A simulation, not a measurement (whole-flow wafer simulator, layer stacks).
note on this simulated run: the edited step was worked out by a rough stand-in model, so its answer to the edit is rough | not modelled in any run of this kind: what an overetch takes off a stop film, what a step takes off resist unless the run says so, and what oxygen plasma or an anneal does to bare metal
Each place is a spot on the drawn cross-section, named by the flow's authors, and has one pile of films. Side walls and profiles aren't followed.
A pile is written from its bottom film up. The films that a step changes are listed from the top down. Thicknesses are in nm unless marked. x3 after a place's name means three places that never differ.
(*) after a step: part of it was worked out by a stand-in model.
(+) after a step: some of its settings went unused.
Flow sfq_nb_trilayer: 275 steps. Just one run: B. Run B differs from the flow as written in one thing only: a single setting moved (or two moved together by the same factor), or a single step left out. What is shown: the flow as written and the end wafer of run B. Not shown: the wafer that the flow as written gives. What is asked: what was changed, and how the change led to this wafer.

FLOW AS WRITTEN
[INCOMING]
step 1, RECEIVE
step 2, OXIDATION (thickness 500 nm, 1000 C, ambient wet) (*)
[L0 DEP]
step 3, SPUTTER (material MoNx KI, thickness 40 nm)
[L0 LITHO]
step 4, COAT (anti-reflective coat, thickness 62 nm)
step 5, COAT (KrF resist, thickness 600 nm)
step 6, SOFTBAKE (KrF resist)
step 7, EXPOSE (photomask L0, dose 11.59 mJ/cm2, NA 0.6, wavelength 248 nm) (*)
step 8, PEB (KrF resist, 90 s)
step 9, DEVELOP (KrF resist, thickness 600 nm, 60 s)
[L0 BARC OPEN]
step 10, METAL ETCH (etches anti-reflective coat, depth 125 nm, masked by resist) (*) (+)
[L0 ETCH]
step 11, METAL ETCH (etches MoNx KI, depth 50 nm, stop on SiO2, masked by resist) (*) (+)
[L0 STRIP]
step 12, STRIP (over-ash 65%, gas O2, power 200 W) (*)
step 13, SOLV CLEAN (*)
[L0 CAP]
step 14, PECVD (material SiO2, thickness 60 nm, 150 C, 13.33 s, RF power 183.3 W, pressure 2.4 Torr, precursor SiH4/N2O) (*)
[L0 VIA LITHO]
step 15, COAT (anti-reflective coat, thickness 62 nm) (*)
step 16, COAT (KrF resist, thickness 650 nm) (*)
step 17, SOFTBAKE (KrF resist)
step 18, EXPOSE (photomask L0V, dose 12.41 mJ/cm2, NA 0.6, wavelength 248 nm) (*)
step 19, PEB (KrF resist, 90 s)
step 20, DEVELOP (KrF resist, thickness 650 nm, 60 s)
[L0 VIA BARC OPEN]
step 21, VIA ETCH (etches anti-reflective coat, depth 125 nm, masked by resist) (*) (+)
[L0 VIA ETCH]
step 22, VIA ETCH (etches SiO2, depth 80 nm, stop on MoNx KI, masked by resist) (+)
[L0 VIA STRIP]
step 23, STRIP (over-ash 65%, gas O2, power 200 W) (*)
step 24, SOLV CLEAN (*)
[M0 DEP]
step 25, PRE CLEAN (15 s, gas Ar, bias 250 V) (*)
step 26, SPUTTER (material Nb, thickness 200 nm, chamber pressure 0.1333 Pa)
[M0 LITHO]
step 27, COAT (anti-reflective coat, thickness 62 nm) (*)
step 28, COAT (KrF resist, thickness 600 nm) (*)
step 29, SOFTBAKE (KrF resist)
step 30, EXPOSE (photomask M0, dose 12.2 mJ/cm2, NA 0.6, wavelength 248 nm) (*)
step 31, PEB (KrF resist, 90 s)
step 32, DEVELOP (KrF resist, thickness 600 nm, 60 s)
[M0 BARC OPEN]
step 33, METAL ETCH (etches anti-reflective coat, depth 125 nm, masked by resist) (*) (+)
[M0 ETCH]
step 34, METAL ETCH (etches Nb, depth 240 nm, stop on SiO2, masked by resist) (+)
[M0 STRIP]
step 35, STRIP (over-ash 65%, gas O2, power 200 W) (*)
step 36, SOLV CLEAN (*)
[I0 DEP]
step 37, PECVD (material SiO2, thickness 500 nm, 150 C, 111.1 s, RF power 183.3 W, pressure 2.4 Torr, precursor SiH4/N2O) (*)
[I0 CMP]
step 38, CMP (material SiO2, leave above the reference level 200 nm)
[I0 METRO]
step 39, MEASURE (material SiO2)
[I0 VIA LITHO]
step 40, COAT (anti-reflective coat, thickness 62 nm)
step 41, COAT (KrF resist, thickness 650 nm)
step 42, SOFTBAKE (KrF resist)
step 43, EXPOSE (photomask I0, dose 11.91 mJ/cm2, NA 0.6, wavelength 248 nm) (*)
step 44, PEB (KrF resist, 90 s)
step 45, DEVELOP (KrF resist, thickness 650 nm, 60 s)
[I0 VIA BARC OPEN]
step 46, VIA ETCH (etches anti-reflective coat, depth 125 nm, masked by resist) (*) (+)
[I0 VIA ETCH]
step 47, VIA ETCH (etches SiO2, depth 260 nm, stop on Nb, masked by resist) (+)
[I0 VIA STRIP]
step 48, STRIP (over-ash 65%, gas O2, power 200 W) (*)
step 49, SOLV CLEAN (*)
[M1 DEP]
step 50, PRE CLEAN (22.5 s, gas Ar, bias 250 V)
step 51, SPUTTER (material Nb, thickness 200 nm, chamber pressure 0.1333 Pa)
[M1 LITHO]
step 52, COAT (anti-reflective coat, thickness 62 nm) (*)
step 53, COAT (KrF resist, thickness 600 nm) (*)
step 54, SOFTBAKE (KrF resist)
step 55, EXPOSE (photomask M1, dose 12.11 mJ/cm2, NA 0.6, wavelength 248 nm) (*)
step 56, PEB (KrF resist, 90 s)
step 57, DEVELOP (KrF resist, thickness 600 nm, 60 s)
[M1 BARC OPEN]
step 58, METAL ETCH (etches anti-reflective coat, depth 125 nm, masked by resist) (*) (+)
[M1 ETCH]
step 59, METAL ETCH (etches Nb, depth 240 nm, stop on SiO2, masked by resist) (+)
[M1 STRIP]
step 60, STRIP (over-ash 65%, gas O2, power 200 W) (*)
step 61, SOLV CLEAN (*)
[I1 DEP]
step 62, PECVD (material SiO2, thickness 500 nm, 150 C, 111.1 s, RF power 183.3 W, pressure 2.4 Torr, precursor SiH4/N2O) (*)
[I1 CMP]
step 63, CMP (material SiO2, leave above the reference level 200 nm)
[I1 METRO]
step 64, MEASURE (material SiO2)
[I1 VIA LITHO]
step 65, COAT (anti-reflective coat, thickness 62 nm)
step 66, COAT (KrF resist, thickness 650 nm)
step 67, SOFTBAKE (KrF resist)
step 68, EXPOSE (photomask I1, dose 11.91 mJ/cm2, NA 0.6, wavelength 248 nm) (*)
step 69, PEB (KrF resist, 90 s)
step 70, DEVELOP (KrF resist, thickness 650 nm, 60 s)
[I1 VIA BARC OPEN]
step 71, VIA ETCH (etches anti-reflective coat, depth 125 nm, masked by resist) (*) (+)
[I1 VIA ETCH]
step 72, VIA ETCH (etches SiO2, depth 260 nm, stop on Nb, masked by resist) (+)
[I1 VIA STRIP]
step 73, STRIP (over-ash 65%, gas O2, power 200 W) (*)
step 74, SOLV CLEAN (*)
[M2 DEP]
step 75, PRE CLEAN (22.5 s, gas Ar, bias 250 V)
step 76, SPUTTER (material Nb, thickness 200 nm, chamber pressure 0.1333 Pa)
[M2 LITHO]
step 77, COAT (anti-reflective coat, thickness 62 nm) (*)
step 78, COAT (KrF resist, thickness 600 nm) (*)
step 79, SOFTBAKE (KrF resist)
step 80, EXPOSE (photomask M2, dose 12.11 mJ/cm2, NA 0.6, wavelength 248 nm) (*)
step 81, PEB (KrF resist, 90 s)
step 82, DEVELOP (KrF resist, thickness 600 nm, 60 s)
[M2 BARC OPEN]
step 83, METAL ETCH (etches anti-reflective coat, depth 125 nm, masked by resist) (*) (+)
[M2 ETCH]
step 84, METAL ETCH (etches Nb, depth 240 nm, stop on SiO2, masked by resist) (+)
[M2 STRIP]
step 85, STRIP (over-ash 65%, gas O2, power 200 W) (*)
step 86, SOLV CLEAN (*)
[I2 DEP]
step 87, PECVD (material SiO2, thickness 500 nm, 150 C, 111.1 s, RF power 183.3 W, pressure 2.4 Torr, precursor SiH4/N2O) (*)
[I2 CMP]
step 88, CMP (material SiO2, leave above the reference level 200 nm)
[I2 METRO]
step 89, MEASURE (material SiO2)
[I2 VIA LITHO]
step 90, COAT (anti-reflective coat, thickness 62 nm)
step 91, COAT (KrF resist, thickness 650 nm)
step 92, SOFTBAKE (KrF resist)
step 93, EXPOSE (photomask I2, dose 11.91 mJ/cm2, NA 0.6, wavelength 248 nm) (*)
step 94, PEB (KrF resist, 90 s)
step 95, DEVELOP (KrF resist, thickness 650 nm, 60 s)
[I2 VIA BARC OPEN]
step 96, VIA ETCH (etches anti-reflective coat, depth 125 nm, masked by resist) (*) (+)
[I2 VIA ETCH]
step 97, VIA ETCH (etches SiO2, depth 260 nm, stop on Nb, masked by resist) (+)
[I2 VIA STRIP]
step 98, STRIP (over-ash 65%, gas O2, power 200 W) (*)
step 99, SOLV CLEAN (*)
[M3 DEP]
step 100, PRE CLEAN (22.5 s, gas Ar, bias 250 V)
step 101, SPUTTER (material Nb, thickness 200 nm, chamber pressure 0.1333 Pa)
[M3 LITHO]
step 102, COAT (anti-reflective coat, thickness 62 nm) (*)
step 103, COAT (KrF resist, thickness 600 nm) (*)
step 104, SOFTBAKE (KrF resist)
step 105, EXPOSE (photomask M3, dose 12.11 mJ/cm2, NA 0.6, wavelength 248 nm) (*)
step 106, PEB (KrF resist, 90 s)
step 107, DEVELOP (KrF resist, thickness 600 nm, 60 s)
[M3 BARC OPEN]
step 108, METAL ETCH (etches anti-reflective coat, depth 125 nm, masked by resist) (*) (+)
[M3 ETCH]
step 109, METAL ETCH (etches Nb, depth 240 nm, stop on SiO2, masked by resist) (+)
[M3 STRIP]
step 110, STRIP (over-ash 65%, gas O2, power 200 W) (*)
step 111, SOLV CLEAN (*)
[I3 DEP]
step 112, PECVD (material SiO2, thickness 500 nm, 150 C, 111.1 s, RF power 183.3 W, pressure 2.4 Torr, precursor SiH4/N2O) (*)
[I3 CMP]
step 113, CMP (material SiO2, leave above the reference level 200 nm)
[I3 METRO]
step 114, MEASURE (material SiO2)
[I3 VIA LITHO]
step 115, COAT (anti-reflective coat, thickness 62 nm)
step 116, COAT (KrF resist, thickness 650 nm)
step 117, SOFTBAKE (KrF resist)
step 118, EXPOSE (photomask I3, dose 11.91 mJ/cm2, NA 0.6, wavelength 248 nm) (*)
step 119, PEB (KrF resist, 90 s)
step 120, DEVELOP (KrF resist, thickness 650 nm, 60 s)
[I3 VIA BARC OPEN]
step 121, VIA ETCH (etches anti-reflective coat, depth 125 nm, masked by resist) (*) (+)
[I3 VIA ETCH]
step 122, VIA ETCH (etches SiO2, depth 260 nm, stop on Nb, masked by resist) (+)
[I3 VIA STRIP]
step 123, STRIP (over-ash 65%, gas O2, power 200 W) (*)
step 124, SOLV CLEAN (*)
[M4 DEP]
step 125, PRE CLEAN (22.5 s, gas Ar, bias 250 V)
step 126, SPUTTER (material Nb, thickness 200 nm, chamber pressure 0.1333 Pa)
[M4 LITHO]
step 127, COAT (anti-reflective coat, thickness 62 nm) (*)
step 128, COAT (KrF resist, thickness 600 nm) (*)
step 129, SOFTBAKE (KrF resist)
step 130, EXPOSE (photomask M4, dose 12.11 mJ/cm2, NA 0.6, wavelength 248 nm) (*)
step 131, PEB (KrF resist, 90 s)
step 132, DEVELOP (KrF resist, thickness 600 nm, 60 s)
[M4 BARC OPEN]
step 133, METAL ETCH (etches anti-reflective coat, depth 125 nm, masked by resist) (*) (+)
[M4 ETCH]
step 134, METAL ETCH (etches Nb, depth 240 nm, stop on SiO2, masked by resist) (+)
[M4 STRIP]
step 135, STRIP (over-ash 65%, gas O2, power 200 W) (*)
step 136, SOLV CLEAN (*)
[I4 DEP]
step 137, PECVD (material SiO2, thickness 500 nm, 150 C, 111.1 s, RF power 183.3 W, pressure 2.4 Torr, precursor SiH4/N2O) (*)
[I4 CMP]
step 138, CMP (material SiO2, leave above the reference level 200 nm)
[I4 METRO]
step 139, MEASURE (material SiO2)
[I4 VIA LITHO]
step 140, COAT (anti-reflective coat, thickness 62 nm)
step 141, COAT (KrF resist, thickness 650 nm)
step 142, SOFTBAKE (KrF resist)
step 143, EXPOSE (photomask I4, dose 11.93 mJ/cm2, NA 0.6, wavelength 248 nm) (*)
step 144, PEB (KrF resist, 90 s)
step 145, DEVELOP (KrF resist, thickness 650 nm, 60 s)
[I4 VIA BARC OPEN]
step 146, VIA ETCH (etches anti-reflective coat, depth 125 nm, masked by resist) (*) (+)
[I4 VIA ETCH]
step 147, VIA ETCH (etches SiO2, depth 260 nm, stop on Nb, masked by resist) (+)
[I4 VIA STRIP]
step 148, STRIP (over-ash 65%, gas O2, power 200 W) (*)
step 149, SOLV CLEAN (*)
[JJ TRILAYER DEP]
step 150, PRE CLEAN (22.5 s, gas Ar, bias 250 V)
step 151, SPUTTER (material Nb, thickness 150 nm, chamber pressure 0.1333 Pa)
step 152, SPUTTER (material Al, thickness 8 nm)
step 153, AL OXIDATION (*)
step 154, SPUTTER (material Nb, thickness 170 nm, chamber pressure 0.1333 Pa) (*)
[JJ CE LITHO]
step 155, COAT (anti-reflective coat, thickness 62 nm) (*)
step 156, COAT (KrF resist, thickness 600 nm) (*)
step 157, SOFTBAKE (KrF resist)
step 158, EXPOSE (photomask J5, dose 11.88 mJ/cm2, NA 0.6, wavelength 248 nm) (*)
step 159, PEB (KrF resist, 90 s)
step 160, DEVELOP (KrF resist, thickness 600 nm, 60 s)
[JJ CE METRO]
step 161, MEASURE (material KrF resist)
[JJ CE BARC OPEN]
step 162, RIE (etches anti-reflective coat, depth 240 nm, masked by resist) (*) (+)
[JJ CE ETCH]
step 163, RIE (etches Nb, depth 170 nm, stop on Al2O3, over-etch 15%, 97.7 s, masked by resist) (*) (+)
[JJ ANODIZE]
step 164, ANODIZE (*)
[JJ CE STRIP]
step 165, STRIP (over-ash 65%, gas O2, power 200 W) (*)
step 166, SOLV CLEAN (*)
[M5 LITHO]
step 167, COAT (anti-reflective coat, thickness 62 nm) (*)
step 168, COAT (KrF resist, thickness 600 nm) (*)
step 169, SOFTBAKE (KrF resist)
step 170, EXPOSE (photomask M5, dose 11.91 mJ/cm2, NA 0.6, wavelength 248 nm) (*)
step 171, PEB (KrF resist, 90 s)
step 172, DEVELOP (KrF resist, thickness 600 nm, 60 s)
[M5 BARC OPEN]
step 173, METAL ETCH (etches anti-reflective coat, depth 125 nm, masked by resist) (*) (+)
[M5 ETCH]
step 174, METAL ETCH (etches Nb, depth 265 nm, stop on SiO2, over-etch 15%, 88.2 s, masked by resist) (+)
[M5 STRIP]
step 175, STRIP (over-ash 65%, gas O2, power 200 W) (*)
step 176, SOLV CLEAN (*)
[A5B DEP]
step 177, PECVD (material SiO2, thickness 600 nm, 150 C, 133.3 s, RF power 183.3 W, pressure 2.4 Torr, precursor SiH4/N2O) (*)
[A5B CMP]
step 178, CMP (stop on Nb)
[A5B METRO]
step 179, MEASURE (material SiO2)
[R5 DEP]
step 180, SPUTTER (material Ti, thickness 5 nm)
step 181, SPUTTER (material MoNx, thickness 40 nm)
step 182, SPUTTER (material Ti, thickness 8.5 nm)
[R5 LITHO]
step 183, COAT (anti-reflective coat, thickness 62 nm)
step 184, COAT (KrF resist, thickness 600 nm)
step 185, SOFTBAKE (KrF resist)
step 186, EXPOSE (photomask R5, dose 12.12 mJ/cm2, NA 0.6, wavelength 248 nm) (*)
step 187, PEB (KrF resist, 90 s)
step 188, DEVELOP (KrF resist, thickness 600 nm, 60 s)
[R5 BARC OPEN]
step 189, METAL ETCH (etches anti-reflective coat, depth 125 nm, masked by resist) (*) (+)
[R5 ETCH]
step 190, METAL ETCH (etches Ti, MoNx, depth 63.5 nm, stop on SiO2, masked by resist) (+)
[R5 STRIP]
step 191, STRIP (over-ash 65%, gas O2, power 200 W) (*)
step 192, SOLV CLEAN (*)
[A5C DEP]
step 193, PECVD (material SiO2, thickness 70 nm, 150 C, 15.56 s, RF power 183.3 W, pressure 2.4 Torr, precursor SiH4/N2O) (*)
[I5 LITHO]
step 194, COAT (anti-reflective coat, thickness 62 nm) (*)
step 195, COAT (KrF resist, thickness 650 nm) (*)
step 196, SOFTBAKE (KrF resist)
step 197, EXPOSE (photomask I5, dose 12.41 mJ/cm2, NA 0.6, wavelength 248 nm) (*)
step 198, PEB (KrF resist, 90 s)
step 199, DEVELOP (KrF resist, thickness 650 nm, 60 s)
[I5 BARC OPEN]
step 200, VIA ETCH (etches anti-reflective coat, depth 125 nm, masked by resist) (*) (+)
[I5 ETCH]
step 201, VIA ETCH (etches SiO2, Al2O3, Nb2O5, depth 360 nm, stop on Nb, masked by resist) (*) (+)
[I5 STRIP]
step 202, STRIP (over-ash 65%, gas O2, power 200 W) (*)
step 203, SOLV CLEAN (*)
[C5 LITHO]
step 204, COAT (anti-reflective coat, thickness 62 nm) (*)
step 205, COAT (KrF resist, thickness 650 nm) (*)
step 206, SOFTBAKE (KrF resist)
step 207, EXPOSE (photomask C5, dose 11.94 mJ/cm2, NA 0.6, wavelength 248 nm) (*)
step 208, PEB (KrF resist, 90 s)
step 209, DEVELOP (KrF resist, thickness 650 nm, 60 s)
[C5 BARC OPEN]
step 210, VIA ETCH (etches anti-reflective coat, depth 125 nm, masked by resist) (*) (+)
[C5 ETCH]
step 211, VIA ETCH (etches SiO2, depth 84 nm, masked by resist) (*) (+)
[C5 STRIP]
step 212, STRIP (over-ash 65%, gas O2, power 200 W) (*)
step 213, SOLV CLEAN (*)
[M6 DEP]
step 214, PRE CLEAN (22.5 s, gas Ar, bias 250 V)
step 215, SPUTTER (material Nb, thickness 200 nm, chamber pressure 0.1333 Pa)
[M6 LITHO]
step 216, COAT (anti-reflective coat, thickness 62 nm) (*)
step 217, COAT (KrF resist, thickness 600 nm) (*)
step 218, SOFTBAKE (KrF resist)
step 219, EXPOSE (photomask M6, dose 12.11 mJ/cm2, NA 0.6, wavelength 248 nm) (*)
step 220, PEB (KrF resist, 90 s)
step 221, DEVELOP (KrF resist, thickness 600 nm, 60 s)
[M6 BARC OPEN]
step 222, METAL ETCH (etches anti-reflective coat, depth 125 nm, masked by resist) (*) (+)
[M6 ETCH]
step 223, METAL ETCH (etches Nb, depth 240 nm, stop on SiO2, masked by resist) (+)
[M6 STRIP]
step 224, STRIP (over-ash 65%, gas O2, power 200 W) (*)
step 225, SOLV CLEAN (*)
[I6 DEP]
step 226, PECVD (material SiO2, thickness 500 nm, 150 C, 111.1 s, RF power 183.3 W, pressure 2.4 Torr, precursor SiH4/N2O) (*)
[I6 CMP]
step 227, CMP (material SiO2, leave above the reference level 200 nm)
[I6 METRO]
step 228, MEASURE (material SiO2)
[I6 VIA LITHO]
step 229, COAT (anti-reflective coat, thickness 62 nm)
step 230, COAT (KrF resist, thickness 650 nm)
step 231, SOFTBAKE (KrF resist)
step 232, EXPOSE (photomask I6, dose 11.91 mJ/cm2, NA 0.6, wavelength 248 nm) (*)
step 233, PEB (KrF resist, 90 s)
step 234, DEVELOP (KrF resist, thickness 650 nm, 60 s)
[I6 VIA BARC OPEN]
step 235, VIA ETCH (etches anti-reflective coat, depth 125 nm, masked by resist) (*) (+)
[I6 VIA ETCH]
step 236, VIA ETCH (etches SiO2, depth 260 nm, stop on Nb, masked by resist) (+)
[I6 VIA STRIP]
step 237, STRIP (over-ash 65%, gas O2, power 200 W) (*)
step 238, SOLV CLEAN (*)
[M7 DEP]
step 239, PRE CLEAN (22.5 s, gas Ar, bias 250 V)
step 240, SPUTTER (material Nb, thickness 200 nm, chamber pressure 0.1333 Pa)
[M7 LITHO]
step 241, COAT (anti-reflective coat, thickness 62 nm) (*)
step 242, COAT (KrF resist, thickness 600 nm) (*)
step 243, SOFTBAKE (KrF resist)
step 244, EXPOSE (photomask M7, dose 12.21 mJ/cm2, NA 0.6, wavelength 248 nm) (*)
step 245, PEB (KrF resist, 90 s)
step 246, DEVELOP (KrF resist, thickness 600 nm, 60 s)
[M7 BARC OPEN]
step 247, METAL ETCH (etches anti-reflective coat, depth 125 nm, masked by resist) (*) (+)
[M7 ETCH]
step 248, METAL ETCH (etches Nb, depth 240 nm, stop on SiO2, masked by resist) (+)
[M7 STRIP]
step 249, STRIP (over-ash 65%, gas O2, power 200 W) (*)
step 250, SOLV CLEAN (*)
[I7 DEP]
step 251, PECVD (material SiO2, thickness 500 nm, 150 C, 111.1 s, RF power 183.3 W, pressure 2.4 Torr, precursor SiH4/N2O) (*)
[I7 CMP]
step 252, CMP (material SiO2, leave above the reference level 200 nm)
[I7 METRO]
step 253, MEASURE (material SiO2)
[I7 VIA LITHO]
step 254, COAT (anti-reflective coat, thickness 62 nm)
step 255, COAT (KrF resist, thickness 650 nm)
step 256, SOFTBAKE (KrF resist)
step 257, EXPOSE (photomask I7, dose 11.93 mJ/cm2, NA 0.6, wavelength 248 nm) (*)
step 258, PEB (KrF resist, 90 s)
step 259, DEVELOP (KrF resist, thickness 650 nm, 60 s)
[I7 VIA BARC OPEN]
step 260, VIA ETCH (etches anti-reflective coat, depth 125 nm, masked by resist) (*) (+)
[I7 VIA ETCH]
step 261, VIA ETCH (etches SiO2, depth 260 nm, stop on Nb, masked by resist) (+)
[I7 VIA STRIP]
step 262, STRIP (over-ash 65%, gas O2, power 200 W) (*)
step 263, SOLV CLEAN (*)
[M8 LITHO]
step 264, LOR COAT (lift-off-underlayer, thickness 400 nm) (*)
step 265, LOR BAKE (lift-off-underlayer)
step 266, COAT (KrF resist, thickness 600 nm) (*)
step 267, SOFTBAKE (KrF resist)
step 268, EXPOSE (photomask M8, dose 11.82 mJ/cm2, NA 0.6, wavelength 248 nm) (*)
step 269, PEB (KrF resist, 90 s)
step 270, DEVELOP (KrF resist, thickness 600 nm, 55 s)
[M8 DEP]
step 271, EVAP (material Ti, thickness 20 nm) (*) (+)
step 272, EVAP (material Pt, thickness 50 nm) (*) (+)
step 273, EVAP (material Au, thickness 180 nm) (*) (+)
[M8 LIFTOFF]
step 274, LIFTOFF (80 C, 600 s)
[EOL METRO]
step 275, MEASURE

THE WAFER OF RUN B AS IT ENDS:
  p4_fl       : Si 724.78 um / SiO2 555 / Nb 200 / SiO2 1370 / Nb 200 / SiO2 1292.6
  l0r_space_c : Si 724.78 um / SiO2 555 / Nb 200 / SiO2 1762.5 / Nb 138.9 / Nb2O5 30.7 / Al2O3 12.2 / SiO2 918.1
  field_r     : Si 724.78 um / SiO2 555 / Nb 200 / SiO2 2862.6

What caused this: step 154, SPUTTER: thickness 86.7 nm was run, whereas the flow has thickness 170 nm.

The path from the change to this, step by step:
  step 154, SPUTTER (material Nb, thickness 170 nm, chamber pressure 0.1333 Pa) (*)
      field_l, v_sur, via_sp and 100 more: Nb gains 86.7 (new film) (it would be, as written: Nb gains 170 (new film))
      via_wl, via_wr: Nb gains 71.6 (new film) (it would be, as written: Nb gains 140.7 (new film))
      (also at 1 further place)
  step 155, COAT (anti-reflective coat, thickness 62 nm) (*)
      via_wl, via_wr: anti-reflective coat gains 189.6 (new film) (it would be, as written: anti-reflective coat gains 209.4 (new film))
      via_w: anti-reflective coat gains 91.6 (new film) (it would be, as written: anti-reflective coat gains 97.4 (new film))
  step 162, RIE (etches anti-reflective coat, depth 240 nm, masked by resist) (*) (+)
      ce_l, c5j, ce_r, wl_jj: KrF resist loses 189.6 (it would be, as written: KrF resist loses 209.4)
      via_wl, via_wr: anti-reflective coat loses 189.6 (all of it) (it would be, as written: anti-reflective coat loses 209.4 (all of it))
      (also at 1 further place)
  step 163, RIE (etches Nb, depth 170 nm, stop on Al2O3, over-etch 15%, 97.7 s, masked by resist) (*) (+)
      field_l, v_sur, via_sp and 96 more: Nb loses 86.7 (all of it), Al2O3 loses 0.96 (all of it) (it would be, as written: Nb loses 170 (all of it), Al2O3 loses 0.51)
      via_wl, via_wr: Nb loses 71.6 (all of it), Al2O3 loses 0.96 (all of it) (it would be, as written: Nb loses 140.7 (all of it), Al2O3 loses 0.96 (all of it))
      (also at 1 further place)
  step 164, ANODIZE (*)
      field_l, v_sur, via_sp and 96 more: Al2O3 gains 12.2 (new film), Nb2O5 gains 30.7 (new film), Al loses 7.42 (all of it), Nb loses 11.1 (it would be, as written: Al2O3 gains 12.2, Nb2O5 gains 29.9 (new film), Al loses 7.42 (all of it), Nb loses 10.8)
  step 165, STRIP (over-ash 65%, gas O2, power 200 W) (*)
      ce_l: KrF resist loses 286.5 (all of it), anti-reflective coat loses 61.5 (all of it) (it would be, as written: KrF resist loses 266.8 (all of it), anti-reflective coat loses 61.4 (all of it))
      c5j: KrF resist loses 286.6 (all of it), anti-reflective coat loses 61.5 (all of it) (it would be, as written: KrF resist loses 266.9 (all of it), anti-reflective coat loses 61.5 (all of it))
      (also at 2 further places)
  step 167, COAT (anti-reflective coat, thickness 62 nm) (*)
      wl_j_sl, wl_j_sr: anti-reflective coat gains 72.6 (new film) (it would be, as written: anti-reflective coat gains 83.3 (new film))
      gap: anti-reflective coat gains 61.2 (new film) (it would be, as written: anti-reflective coat gains 58.9 (new film))
      (also at 8 further places)
  step 168, COAT (KrF resist, thickness 600 nm) (*)
      ce_l: KrF resist gains 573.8 (new film) (it would be, as written: KrF resist gains 528.3 (new film))
      c5j: KrF resist gains 561 (new film) (it would be, as written: KrF resist gains 507.6 (new film))
      (also at 2 further places)
  step 173, METAL ETCH (etches anti-reflective coat, depth 125 nm, masked by resist) (*) (+)
      wl_a_sl: anti-reflective coat loses 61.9 (all of it) (it would be, as written: anti-reflective coat loses 59.7 (all of it), Al2O3 loses 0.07)
  step 174, METAL ETCH (etches Nb, depth 265 nm, stop on SiO2, over-etch 15%, 88.2 s, masked by resist) (+)
      field_l, r_sur, res and 50 more: Al2O3 loses 12.2 (all of it), Nb2O5 loses 30.7 (all of it), Nb loses 138.9 (all of it), SiO2 loses 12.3 (it would be, as written: Al2O3 loses 12.6 (all of it), Nb2O5 loses 29.9 (all of it), Nb loses 139.2 (all of it), SiO2 loses 12.3)
  step 175, STRIP (over-ash 65%, gas O2, power 200 W) (*)
      wl_j_sl, wl_j_sr: KrF resist loses 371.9 (all of it), anti-reflective coat loses 72.6 (all of it) (it would be, as written: KrF resist loses 378 (all of it), anti-reflective coat loses 83.3 (all of it))
      gap: KrF resist loses 374.1 (all of it), anti-reflective coat loses 61.2 (all of it) (it would be, as written: KrF resist loses 383.4 (all of it), anti-reflective coat loses 58.9 (all of it))
      (also at 7 further places)
  step 178, CMP (stop on Nb)
      v_sur, via_sp, via_v and 43 more: SiO2 loses 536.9 (it would be, as written: SiO2 loses 453.5)
      field_l, p4_fl, p4_fm and 39 more: SiO2 loses 342.6 (it would be, as written: SiO2 loses 259.3)
      (also at 14 further places)
  step 201, VIA ETCH (etches SiO2, Al2O3, Nb2O5, depth 360 nm, stop on Nb, masked by resist) (*) (+)
      be: SiO2 loses 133 (all of it), Al2O3 loses 12.2 (all of it), Nb2O5 loses 30.7 (all of it) (it would be, as written: SiO2 loses 216.4 (all of it), Al2O3 loses 12.7 (all of it), Nb2O5 loses 29.9 (all of it))
  step 204, COAT (anti-reflective coat, thickness 62 nm) (*)
      wire: anti-reflective coat gains 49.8 (new film) (it would be, as written: anti-reflective coat gains 47.4 (new film))
      be: anti-reflective coat gains 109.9 (new film) (it would be, as written: anti-reflective coat gains 122.2 (new film))
      (also at 1 further place)
  step 205, COAT (KrF resist, thickness 650 nm) (*)
      be: KrF resist gains 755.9 (new film) (it would be, as written: KrF resist gains 815.3 (new film))
  step 212, STRIP (over-ash 65%, gas O2, power 200 W) (*)
      wire: KrF resist loses 560.5 (all of it), anti-reflective coat loses 49.8 (all of it) (it would be, as written: KrF resist loses 555.8 (all of it), anti-reflective coat loses 47.4 (all of it))
      be: KrF resist loses 668.8 (all of it), anti-reflective coat loses 109.9 (all of it) (it would be, as written: KrF resist loses 728.2 (all of it), anti-reflective coat loses 122.2 (all of it))
      (also at 1 further place)
  ... another 4 steps ...
  step 226, PECVD (material SiO2, thickness 500 nm, 150 C, 111.1 s, RF power 183.3 W, pressure 2.4 Torr, precursor SiH4/N2O) (*)
      be: SiO2 gains 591 (new film) (it would be, as written: SiO2 gains 693.5 (new film))
